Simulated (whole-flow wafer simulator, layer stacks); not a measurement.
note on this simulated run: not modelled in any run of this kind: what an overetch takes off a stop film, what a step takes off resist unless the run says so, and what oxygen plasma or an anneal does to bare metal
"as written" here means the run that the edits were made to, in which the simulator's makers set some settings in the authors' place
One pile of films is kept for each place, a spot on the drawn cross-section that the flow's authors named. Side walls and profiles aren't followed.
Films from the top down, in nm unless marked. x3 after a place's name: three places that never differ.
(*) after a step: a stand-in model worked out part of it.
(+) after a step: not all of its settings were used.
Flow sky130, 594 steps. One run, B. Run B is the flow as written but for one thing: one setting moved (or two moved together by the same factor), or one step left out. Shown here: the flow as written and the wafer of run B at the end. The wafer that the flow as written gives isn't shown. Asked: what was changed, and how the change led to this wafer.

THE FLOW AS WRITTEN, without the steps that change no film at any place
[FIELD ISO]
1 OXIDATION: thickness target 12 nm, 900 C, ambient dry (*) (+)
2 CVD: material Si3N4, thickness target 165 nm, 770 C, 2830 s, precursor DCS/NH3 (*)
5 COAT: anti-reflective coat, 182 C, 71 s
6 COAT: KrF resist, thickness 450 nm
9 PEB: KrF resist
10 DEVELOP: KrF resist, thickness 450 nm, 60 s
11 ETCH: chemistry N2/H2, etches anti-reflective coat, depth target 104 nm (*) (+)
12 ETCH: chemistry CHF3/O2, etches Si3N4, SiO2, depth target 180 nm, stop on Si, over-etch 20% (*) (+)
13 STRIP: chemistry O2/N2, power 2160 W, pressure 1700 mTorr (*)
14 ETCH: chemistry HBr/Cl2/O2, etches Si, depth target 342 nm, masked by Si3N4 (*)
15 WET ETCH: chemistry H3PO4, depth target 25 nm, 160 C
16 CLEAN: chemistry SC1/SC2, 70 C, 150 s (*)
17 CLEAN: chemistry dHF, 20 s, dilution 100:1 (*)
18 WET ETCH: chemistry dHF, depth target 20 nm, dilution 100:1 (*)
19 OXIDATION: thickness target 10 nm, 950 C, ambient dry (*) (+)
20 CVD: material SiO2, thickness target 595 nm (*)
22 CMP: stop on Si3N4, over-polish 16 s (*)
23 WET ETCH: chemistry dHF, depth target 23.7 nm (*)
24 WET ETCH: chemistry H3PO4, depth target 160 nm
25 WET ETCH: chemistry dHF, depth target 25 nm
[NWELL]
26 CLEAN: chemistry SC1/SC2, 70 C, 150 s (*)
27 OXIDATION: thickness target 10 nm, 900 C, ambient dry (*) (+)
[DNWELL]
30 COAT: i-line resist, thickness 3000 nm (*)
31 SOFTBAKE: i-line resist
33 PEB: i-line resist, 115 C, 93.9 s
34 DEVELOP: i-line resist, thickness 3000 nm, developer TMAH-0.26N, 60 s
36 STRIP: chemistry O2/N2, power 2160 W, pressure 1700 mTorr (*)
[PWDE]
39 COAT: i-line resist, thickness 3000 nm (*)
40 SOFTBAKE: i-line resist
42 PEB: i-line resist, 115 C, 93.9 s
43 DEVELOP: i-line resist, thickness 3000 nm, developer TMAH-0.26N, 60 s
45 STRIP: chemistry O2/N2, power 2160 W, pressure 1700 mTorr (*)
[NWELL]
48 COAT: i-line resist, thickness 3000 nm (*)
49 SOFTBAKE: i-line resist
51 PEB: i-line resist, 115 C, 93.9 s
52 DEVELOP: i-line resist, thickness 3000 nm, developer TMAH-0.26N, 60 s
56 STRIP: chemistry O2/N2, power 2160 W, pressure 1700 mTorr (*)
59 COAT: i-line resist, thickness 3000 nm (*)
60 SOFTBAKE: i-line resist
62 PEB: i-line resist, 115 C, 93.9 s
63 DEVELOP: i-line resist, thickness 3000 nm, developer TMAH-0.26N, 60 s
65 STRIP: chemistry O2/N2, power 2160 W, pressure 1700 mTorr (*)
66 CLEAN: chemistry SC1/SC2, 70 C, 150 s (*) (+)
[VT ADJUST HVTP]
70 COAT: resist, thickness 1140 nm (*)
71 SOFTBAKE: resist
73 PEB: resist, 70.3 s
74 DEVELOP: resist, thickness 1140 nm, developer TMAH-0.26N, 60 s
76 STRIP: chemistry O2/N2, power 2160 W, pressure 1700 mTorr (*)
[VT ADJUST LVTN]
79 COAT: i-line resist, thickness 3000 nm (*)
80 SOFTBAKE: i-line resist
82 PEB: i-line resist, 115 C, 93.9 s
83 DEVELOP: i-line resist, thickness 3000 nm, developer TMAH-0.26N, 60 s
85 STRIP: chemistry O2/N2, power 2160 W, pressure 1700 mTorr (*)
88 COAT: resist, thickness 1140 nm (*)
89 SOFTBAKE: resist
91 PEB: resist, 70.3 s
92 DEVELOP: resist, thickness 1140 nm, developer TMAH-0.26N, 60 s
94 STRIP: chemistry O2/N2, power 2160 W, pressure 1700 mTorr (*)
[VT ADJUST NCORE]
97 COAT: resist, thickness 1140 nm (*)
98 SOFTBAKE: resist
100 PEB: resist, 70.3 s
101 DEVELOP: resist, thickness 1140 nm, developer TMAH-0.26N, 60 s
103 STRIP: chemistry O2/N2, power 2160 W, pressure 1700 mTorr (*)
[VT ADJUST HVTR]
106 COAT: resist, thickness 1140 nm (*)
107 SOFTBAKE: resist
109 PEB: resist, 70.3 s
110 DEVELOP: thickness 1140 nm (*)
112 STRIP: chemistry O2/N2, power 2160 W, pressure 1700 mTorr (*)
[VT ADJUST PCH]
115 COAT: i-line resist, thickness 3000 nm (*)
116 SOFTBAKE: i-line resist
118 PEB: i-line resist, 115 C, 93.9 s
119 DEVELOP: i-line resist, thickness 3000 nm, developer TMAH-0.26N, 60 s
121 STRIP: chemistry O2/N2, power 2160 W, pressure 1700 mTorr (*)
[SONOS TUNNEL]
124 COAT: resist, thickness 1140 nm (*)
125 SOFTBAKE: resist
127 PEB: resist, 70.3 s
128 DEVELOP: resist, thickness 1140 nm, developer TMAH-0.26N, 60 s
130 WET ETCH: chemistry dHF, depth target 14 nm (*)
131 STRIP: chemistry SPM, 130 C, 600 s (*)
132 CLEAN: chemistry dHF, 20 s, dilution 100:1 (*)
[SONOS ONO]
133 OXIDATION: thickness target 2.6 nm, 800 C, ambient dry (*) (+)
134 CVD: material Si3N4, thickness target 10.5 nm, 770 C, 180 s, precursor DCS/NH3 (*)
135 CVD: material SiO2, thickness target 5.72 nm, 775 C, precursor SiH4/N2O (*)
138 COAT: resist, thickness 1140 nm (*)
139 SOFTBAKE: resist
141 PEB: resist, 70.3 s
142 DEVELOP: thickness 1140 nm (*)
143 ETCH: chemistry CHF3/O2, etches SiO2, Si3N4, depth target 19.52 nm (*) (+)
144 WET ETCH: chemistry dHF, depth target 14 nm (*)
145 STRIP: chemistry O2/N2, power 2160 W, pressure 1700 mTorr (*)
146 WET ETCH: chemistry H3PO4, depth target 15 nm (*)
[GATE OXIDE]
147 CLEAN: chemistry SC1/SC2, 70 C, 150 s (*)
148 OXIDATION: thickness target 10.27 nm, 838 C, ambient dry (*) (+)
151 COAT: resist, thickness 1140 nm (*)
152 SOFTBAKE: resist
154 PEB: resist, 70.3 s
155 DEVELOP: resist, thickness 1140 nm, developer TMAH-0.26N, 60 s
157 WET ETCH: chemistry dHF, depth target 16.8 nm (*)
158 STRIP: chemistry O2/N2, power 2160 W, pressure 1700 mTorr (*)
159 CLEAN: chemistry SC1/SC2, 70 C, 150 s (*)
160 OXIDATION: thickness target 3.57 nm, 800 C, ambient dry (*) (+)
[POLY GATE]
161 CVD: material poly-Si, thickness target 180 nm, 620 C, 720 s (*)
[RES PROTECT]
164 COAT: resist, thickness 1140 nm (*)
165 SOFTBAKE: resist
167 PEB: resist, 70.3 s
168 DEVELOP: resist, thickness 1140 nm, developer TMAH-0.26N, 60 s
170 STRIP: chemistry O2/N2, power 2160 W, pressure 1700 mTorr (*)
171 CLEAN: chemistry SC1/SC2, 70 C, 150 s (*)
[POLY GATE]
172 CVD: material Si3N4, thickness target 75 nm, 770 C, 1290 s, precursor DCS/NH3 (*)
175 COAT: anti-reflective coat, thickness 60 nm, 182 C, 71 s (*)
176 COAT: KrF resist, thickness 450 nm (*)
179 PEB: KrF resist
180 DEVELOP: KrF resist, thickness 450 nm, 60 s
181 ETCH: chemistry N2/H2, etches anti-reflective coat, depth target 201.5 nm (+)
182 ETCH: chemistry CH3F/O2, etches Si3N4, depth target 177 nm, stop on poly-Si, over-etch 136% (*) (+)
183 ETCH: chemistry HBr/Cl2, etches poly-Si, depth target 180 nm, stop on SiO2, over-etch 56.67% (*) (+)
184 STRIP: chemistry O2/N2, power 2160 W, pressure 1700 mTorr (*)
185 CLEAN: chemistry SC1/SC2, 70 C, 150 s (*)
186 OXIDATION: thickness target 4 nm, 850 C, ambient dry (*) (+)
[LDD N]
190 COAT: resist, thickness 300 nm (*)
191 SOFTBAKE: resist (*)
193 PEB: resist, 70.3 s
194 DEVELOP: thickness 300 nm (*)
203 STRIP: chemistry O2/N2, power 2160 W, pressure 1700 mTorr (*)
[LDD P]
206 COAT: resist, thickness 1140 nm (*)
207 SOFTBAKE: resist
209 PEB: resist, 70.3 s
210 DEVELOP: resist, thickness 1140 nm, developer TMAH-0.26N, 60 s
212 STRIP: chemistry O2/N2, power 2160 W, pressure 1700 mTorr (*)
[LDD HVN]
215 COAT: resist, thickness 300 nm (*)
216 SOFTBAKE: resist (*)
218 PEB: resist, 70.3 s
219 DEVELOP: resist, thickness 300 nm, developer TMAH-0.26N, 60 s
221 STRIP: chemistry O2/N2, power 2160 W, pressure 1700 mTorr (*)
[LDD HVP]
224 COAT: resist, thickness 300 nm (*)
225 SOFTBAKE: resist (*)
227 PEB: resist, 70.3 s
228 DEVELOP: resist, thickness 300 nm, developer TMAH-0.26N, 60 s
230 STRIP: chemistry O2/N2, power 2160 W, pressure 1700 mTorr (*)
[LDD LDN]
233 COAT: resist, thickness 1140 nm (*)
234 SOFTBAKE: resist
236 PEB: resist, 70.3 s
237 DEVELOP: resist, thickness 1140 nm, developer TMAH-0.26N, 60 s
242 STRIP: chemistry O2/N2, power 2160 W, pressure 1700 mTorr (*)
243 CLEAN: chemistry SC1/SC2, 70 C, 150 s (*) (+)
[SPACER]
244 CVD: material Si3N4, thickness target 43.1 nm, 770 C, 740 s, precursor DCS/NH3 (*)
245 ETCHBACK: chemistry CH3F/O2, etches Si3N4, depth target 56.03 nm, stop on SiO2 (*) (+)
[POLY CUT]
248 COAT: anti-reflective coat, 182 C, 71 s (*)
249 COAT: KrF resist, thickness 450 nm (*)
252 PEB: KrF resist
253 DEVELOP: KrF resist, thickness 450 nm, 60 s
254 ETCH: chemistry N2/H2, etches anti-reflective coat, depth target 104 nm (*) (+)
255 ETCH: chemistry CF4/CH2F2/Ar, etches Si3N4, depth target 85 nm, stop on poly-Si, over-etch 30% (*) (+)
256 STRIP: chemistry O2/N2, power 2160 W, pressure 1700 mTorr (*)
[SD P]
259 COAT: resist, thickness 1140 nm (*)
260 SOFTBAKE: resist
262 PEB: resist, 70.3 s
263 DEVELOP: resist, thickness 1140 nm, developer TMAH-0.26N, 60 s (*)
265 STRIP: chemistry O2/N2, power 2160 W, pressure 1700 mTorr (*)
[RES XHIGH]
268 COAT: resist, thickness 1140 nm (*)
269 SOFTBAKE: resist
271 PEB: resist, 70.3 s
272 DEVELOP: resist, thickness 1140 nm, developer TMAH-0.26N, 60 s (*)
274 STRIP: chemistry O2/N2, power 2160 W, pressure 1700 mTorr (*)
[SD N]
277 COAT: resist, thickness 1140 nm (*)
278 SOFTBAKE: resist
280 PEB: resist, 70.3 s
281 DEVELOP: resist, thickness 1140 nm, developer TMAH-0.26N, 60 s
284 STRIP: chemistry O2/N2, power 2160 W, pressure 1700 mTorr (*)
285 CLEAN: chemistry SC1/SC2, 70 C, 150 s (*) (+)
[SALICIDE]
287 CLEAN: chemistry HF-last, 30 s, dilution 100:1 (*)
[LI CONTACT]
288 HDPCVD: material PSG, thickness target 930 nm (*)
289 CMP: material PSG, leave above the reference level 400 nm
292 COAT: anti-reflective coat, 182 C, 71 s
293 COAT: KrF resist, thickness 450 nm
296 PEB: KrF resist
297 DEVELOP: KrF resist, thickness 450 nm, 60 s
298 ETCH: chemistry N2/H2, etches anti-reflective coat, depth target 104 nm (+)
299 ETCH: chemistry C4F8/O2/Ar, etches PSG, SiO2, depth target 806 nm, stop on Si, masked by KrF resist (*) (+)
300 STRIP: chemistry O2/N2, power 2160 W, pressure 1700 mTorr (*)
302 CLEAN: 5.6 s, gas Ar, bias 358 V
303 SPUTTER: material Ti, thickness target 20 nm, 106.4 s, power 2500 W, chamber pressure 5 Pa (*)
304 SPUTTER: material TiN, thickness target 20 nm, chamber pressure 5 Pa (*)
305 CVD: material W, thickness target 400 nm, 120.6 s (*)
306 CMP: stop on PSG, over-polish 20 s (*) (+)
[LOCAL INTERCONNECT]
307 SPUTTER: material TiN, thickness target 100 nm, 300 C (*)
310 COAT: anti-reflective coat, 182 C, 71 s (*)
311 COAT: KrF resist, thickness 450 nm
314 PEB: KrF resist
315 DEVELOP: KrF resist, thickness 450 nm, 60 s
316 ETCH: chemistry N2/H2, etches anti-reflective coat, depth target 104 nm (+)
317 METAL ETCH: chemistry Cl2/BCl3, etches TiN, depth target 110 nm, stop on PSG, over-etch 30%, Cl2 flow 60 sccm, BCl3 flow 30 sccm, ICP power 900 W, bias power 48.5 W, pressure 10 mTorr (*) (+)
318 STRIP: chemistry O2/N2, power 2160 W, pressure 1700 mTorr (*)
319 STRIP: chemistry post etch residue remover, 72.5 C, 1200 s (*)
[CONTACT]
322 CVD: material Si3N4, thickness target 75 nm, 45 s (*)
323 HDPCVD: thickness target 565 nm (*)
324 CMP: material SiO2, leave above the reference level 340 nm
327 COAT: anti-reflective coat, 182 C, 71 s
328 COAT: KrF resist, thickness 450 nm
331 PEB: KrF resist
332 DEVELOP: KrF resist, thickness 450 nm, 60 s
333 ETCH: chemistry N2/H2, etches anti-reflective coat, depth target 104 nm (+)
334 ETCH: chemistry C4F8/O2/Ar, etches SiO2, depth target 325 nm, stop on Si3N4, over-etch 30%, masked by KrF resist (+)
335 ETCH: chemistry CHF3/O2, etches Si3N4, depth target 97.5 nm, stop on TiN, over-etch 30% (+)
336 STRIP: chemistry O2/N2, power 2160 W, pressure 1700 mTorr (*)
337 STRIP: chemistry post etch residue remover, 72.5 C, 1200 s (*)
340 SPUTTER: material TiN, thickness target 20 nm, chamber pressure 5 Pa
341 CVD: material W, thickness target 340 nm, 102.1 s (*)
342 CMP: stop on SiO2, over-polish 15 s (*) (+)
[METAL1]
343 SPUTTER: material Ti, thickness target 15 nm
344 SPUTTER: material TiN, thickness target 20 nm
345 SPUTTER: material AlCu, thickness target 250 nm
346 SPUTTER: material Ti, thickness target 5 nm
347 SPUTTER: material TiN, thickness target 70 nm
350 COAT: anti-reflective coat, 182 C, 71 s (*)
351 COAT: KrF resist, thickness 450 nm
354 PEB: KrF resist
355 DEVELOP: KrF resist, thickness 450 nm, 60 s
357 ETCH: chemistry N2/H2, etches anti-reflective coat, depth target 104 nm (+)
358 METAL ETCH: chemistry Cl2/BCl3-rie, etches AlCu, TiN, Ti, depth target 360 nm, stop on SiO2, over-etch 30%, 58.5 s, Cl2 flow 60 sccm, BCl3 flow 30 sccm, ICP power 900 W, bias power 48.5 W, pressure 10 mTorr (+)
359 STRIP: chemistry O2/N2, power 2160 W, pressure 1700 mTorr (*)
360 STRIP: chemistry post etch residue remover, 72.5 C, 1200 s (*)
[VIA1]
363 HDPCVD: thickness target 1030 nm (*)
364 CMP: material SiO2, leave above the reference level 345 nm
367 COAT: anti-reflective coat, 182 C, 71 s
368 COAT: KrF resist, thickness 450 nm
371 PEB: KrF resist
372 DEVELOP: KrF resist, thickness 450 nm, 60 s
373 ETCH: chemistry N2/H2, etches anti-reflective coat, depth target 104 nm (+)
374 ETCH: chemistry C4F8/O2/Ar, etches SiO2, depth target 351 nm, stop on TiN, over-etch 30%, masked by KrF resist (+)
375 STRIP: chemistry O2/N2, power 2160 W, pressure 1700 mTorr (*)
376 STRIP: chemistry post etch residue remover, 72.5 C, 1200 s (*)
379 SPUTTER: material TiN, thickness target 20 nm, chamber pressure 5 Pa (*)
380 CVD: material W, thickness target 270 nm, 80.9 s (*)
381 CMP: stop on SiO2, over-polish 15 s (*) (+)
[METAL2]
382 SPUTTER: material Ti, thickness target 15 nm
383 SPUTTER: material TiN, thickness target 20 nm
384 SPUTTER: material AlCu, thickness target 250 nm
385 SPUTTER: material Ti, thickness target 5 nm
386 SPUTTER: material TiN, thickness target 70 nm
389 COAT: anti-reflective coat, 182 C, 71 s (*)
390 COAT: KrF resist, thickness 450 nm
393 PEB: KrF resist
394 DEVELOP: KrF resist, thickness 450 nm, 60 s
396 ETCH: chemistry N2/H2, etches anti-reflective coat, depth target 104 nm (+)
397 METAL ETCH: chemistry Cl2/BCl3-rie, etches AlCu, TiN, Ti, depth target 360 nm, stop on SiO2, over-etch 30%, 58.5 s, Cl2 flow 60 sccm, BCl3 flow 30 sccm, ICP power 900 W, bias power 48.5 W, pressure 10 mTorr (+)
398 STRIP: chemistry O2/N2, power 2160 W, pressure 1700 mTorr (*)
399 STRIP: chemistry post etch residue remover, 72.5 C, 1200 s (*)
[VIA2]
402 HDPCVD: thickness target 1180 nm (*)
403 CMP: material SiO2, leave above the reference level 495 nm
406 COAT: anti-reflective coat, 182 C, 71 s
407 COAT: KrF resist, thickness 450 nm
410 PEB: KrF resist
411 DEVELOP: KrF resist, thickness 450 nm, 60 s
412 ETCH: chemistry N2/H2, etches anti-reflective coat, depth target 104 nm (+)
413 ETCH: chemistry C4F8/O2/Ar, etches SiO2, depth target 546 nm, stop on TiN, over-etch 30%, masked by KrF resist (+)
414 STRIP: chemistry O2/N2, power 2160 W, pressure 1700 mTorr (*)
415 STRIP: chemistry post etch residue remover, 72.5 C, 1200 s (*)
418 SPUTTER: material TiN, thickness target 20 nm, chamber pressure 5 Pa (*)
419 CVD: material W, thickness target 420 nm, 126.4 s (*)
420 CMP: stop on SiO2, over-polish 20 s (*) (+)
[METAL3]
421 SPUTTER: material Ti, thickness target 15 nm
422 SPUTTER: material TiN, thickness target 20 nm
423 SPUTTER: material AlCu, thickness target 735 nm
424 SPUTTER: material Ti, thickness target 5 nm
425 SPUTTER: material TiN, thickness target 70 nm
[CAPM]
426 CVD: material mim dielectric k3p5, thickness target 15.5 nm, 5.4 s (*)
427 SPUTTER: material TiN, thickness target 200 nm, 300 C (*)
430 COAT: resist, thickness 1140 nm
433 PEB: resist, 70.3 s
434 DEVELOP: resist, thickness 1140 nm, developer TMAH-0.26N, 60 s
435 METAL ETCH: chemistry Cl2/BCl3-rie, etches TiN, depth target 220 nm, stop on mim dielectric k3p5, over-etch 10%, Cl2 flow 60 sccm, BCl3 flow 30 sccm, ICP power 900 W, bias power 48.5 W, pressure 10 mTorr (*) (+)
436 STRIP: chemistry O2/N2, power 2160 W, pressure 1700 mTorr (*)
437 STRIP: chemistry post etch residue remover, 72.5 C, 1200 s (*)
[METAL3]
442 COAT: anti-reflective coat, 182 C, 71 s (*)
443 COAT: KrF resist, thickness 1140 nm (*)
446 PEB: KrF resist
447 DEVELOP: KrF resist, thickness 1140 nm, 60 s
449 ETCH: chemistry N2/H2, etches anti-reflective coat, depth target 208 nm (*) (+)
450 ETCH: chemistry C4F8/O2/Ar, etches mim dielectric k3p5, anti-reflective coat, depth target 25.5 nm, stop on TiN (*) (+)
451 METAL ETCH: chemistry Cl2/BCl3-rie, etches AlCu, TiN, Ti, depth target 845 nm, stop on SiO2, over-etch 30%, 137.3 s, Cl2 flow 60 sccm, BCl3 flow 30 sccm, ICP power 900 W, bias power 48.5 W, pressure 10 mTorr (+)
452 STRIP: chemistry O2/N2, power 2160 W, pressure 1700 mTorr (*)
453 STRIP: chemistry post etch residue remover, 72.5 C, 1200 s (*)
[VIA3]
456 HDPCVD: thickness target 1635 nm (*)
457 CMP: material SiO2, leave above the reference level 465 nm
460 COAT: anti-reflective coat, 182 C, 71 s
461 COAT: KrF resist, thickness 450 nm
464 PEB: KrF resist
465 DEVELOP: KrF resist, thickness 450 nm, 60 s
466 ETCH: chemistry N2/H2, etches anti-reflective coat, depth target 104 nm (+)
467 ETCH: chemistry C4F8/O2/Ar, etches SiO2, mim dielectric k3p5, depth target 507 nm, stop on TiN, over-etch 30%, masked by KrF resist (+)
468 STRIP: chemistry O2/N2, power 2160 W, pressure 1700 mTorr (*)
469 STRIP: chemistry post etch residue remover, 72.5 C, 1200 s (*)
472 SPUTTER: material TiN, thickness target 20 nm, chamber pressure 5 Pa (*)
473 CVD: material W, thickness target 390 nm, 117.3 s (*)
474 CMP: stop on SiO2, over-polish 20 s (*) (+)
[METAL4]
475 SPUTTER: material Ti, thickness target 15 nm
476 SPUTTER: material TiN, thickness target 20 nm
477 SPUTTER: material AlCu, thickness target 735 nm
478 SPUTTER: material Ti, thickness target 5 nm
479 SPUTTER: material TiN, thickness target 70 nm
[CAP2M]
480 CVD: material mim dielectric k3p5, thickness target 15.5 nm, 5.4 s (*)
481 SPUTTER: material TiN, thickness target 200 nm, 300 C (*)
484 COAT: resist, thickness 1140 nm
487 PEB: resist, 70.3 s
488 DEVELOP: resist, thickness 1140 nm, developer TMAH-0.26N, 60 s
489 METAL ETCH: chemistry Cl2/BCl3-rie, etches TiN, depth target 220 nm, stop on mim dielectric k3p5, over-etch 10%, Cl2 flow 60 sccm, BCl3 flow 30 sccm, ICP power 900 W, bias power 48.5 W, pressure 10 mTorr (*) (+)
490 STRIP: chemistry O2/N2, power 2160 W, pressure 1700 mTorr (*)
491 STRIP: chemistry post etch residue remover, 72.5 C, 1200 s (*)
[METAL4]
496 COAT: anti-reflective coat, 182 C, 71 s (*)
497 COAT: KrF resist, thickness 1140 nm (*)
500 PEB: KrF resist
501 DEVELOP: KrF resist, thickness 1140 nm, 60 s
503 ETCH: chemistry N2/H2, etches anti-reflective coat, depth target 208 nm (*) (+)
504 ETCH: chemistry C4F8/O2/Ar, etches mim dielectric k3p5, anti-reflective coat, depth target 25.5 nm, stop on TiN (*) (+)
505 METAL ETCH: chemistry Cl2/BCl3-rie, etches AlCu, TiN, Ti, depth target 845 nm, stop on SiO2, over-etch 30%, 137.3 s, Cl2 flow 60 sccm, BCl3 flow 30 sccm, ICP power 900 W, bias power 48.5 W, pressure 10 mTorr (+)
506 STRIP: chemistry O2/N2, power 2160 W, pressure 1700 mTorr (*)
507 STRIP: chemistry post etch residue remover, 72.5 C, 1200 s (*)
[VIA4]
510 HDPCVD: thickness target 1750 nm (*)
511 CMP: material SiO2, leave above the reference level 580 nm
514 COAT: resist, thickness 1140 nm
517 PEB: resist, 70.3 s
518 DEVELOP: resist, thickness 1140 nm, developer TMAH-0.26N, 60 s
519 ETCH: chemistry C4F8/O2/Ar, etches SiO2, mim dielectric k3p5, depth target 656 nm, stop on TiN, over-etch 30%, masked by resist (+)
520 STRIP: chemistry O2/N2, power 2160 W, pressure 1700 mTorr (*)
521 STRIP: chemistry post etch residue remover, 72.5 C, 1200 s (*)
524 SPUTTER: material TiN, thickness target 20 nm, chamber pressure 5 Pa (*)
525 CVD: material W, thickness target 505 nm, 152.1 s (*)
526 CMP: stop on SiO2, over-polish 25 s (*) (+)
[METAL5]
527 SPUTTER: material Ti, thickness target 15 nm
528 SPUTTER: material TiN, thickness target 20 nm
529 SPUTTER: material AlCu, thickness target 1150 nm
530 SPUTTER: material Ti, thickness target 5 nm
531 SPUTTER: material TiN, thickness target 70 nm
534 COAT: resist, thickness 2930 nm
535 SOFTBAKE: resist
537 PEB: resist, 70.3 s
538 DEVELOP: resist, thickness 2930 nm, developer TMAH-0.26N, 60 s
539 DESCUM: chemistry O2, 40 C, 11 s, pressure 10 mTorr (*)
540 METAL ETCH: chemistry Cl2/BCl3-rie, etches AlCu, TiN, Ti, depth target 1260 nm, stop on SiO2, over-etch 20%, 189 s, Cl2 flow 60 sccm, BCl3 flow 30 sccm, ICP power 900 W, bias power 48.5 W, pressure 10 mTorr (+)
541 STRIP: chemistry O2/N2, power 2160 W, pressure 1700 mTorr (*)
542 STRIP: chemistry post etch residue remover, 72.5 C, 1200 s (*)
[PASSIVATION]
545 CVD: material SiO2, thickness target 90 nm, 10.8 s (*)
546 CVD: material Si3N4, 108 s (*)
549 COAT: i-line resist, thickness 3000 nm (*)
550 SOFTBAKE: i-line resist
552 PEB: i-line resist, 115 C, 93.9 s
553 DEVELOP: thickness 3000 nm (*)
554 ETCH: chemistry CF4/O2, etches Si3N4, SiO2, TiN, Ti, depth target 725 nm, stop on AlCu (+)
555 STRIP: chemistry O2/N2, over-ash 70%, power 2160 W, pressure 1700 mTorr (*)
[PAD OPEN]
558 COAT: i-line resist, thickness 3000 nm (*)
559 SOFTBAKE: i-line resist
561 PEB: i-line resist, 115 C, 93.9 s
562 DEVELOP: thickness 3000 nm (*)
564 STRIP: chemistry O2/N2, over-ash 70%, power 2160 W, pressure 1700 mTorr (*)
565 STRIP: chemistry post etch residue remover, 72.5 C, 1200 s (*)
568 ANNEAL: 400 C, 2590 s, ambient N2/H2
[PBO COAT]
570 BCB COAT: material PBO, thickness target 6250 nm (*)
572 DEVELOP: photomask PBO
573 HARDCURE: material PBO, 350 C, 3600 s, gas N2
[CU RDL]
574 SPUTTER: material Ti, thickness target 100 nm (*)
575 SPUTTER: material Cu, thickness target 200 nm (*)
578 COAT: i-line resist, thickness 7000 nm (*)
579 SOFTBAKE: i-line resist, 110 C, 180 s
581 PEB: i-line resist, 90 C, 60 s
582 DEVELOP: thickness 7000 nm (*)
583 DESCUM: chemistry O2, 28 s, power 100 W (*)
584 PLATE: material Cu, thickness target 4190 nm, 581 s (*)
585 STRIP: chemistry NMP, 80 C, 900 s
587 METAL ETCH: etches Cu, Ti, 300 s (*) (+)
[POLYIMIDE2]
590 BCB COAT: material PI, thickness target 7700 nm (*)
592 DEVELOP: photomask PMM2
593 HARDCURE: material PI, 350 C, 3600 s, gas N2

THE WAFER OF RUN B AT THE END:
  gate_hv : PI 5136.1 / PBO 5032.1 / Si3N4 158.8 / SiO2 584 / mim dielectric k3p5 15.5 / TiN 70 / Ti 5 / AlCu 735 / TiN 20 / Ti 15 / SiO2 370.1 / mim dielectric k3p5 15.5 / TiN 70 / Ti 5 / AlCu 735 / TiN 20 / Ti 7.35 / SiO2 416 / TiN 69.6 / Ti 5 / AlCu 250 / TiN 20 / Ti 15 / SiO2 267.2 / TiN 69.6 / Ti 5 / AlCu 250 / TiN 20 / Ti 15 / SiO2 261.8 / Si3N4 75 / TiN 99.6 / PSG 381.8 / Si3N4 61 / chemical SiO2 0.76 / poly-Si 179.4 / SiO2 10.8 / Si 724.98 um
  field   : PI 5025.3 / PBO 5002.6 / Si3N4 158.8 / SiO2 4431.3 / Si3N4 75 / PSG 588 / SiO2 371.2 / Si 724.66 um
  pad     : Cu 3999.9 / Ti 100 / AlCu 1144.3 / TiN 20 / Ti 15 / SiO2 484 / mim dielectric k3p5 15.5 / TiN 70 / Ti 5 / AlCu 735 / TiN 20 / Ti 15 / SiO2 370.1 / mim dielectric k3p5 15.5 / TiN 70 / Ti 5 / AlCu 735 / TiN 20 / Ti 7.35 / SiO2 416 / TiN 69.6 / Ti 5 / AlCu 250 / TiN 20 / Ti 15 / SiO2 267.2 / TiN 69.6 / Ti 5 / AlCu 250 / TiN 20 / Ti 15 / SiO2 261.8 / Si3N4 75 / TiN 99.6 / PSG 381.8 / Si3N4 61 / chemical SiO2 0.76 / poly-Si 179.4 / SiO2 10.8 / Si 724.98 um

The cause: step 421, SPUTTER: thickness target 7.35 nm was run, where the flow has thickness target 15 nm.
It can be read off the wafer: gate_hv has Ti 7.35, and step 421 as written asks for 15 nm.

How the change led to this, step by step:
  421 SPUTTER: material Ti, thickness target 15 nm
      field, active, n_well and 188 more: Ti +7.35 (new film) (as written it would be: Ti +15 (new film))
  451 METAL ETCH: chemistry Cl2/BCl3-rie, etches AlCu, TiN, Ti, depth target 845 nm, stop on SiO2, over-etch 30%, 137.3 s, Cl2 flow 60 sccm, BCl3 flow 30 sccm, ICP power 900 W, bias power 48.5 W, pressure 10 mTorr (+)
      field, gate, spacer and 68 more: TiN -70 (all of it), Ti -5 (all of it), AlCu -735 (all of it), TiN -20 (all of it), Ti -7.35 (all of it), SiO2 -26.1 (as written it would be: TiN -70 (all of it), Ti -5 (all of it), AlCu -735 (all of it), TiN -20 (all of it), Ti -15 (all of it), SiO2 -25.4)
      active, vpp_ln, vpp_iso2 and 11 more: TiN -70 (all of it), Ti -5 (all of it), AlCu -735 (all of it), TiN -20 (all of it), Ti -7.35 (all of it), SiO2 -26.1 (as written it would be: TiN -70 (all of it), Ti -5 (all of it), AlCu -735 (all of it), TiN -20 (all of it), Ti -15 (all of it), SiO2 -25.3)
